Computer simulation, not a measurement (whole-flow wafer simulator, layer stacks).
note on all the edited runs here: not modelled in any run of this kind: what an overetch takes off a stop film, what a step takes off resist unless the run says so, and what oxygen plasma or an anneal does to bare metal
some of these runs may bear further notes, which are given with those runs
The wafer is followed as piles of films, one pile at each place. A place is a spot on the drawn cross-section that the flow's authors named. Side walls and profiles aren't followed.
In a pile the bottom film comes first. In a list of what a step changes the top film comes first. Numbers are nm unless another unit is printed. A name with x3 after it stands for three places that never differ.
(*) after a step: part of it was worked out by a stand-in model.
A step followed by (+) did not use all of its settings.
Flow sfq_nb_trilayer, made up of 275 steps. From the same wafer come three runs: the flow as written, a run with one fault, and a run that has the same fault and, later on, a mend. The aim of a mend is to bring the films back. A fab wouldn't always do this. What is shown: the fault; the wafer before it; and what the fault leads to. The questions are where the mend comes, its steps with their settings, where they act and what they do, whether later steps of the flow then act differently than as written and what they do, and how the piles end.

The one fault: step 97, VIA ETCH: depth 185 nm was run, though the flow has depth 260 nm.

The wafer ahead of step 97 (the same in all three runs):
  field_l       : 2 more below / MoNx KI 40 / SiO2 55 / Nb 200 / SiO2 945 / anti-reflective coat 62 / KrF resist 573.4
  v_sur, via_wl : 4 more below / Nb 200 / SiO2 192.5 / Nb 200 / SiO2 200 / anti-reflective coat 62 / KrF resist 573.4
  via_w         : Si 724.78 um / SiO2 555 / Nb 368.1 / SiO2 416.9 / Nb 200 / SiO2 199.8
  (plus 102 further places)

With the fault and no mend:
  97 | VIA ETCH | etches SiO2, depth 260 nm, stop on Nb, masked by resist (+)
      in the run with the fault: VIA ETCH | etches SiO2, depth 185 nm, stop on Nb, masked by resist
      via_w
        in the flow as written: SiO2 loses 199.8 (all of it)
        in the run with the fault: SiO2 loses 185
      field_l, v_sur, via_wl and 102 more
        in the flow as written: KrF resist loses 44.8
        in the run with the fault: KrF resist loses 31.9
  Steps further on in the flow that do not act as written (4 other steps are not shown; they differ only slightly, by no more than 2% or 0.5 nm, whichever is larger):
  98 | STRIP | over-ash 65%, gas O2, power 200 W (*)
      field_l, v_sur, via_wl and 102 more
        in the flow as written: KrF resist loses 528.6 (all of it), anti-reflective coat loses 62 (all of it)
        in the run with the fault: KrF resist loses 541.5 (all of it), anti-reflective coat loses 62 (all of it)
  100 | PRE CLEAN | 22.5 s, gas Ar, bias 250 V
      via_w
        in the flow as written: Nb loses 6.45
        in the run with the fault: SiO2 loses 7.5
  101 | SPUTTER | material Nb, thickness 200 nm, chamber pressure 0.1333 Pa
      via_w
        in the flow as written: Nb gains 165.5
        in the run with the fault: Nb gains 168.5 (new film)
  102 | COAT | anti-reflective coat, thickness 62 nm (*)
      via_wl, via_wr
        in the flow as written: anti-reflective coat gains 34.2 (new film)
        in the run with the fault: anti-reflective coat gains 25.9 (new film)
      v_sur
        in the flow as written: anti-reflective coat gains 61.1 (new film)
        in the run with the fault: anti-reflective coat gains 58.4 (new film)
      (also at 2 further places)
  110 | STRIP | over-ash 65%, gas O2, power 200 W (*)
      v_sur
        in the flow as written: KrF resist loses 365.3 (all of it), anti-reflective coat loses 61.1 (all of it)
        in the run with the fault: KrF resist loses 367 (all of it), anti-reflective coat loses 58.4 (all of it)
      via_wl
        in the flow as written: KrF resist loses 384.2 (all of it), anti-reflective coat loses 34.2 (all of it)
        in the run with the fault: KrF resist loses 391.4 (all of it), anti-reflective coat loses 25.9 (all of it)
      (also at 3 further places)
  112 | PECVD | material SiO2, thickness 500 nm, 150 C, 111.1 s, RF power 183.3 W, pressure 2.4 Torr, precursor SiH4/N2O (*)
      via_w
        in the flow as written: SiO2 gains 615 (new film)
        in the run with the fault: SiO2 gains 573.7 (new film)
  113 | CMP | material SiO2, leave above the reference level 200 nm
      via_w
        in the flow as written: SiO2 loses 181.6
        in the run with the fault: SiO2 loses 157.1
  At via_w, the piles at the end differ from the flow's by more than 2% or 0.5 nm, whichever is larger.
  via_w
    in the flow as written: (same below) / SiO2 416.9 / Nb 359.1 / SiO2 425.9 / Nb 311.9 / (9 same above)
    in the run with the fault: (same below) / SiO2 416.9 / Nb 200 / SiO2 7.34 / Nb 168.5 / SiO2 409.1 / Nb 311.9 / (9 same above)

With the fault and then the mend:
  The mend follows step 97.
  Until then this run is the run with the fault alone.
  97a | VIA ETCH | etches SiO2, depth 75 nm, stop on Nb, masked by resist (+) (the flow's step 97, run once more with other settings)
      field_l, v_sur, via_wl and 102 more
        KrF resist loses 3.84
      via_w
        SiO2 loses 14.8 (all of it)
  None of the later steps of the flow differs from how it acts as written, at any place that is followed, by more than 2% or 0.5 nm, whichever is larger.
  At every place that both follow, the piles at the end match the flow's.
